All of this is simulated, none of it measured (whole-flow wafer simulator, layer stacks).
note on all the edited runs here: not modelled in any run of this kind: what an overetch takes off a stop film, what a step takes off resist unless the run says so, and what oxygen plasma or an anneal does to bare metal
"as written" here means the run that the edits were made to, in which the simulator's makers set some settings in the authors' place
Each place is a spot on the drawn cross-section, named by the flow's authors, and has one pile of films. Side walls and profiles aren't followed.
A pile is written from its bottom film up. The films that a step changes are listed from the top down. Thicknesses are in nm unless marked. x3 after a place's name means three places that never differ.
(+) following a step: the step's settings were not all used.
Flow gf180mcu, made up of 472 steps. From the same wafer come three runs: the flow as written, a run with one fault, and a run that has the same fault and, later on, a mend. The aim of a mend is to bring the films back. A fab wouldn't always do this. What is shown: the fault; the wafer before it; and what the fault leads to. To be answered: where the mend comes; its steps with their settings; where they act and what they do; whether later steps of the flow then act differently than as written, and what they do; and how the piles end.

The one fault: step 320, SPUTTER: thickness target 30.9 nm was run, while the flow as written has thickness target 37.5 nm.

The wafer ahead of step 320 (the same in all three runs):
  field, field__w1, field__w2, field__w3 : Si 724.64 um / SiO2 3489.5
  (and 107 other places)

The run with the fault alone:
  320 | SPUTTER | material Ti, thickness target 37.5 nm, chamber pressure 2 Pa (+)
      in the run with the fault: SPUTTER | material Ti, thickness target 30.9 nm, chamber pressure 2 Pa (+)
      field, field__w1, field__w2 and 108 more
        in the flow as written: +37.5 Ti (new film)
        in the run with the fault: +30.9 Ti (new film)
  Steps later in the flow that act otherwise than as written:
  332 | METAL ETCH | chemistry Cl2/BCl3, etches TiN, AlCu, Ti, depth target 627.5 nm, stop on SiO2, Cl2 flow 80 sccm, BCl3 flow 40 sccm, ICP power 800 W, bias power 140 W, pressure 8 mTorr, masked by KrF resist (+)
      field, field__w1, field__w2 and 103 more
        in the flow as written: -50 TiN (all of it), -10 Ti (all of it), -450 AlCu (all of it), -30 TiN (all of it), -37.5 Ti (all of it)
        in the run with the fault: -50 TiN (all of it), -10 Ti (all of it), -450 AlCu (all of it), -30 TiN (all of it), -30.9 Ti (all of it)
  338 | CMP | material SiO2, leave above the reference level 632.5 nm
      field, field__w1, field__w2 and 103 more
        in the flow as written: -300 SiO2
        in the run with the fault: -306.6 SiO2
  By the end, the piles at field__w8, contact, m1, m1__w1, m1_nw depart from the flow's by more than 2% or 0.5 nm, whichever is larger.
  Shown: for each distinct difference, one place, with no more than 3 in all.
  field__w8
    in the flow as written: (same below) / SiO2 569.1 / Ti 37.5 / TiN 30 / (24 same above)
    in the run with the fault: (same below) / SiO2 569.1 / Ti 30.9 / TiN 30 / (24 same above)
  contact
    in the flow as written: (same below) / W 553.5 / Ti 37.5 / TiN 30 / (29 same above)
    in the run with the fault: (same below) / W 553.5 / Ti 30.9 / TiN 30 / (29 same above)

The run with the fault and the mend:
  After step 320 comes the mend.
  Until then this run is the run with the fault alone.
  320a | SPUTTER | material Ti, thickness target 6.6 nm, chamber pressure 2 Pa (+) (the flow's step 320 again, with other settings)
      field, field__w1, field__w2 and 108 more
        +6.6 Ti
  None of the later steps of the flow acts differently than as written at any place that is followed.
  The piles end the same as the flow's at every place that both follow.
